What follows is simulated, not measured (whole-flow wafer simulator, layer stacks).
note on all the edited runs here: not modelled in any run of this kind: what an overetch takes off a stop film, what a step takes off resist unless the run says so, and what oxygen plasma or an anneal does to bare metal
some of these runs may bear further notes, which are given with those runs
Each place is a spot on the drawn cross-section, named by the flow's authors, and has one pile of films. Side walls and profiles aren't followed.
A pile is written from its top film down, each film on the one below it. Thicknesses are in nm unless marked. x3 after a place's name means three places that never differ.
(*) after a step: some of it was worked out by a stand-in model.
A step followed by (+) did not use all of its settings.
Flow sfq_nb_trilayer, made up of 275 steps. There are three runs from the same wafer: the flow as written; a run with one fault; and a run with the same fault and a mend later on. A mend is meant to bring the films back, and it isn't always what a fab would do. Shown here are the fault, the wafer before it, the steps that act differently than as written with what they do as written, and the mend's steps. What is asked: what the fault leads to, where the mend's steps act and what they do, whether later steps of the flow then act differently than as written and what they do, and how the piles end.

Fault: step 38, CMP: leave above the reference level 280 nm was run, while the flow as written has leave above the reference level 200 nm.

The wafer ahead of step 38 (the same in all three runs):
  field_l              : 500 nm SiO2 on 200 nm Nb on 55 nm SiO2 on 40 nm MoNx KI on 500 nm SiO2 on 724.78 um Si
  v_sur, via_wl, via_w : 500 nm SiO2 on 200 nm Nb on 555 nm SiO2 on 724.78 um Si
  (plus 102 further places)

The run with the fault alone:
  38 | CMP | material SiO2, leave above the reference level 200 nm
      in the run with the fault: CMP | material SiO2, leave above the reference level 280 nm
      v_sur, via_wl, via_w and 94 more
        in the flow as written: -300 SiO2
        in the run with the fault: -220 SiO2
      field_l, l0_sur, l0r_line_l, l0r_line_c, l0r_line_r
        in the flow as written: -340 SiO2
        in the run with the fault: -260 SiO2
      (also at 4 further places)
  Steps further on in the flow that do not act as written (not shown: 4 more steps that differ only slightly, by at most 2% or 0.5 nm, whichever is larger):
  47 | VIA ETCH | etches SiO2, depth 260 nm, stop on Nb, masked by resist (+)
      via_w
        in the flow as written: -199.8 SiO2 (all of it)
        in the run with the fault: -260 SiO2
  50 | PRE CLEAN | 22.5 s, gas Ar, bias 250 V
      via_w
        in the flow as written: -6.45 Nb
        in the run with the fault: -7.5 SiO2
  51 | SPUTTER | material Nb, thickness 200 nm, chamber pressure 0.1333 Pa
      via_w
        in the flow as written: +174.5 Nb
        in the run with the fault: +163.1 Nb (new film)
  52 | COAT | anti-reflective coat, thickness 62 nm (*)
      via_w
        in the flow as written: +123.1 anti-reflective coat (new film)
        in the run with the fault: +136.1 anti-reflective coat (new film)
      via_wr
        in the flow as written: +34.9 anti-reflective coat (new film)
        in the run with the fault: +33.2 anti-reflective coat (new film)
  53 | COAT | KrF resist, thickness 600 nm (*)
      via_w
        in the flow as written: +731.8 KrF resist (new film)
        in the run with the fault: +781.6 KrF resist (new film)
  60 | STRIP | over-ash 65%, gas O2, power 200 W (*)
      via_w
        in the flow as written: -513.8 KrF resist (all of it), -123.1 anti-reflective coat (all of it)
        in the run with the fault: -563.6 KrF resist (all of it), -136.1 anti-reflective coat (all of it)
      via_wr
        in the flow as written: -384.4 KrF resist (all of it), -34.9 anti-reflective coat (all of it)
        in the run with the fault: -378.6 KrF resist (all of it), -33.2 anti-reflective coat (all of it)
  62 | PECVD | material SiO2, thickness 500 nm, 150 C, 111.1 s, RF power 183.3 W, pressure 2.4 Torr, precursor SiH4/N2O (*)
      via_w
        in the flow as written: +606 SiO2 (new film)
        in the run with the fault: +678.7 SiO2 (new film)
  By the end, the piles at field_l, v_sur, via_wl and 103 more depart from the flow's by more than 2% or 0.5 nm, whichever is larger.
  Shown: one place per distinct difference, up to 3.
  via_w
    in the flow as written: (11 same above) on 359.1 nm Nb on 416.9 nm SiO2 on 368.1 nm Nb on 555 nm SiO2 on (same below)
    in the run with the fault: (11 same above) on 359.1 nm Nb on 489.6 nm SiO2 on 163.1 nm Nb on 12.3 nm SiO2 on 200 nm Nb on 555 nm SiO2 on (same below)
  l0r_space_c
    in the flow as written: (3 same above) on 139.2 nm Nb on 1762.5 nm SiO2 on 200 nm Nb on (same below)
    in the run with the fault: (3 same above) on 139.2 nm Nb on 1842.5 nm SiO2 on 200 nm Nb on (same below)
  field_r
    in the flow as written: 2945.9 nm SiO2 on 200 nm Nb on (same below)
    in the run with the fault: 3025.9 nm SiO2 on 200 nm Nb on (same below)

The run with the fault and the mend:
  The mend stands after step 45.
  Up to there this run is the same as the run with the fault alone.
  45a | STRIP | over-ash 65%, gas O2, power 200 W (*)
      field_l, v_sur, via_wl and 102 more
        -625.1 KrF resist (all of it), -62 anti-reflective coat (all of it)
      via_w
        -62 anti-reflective coat (all of it)
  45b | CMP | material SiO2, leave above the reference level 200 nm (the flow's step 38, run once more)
      field_l, v_sur, via_wl and 103 more
        -80 SiO2
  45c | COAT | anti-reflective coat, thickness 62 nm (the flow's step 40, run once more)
      field_l, v_sur, via_wl and 103 more
        +62 anti-reflective coat (new film)
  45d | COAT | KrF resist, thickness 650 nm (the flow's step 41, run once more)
      field_l, v_sur, via_wl and 103 more
        +650 KrF resist (new film)
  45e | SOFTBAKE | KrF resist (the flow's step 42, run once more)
      alters no film at any place that is followed
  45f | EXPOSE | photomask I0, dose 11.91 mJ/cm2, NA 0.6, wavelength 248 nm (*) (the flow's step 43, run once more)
      alters no film at any place that is followed
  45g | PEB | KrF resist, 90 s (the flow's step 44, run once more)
      field_l, v_sur, via_wl and 103 more
        -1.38 KrF resist
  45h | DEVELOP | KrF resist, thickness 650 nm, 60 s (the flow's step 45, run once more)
      field_l, v_sur, via_wl and 102 more
        -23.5 KrF resist
      via_w
        -648.6 KrF resist (all of it)
  None of the later steps of the flow acts differently than as written at any place that is followed.
  By the end, the piles equal the flow's at every place that both follow.
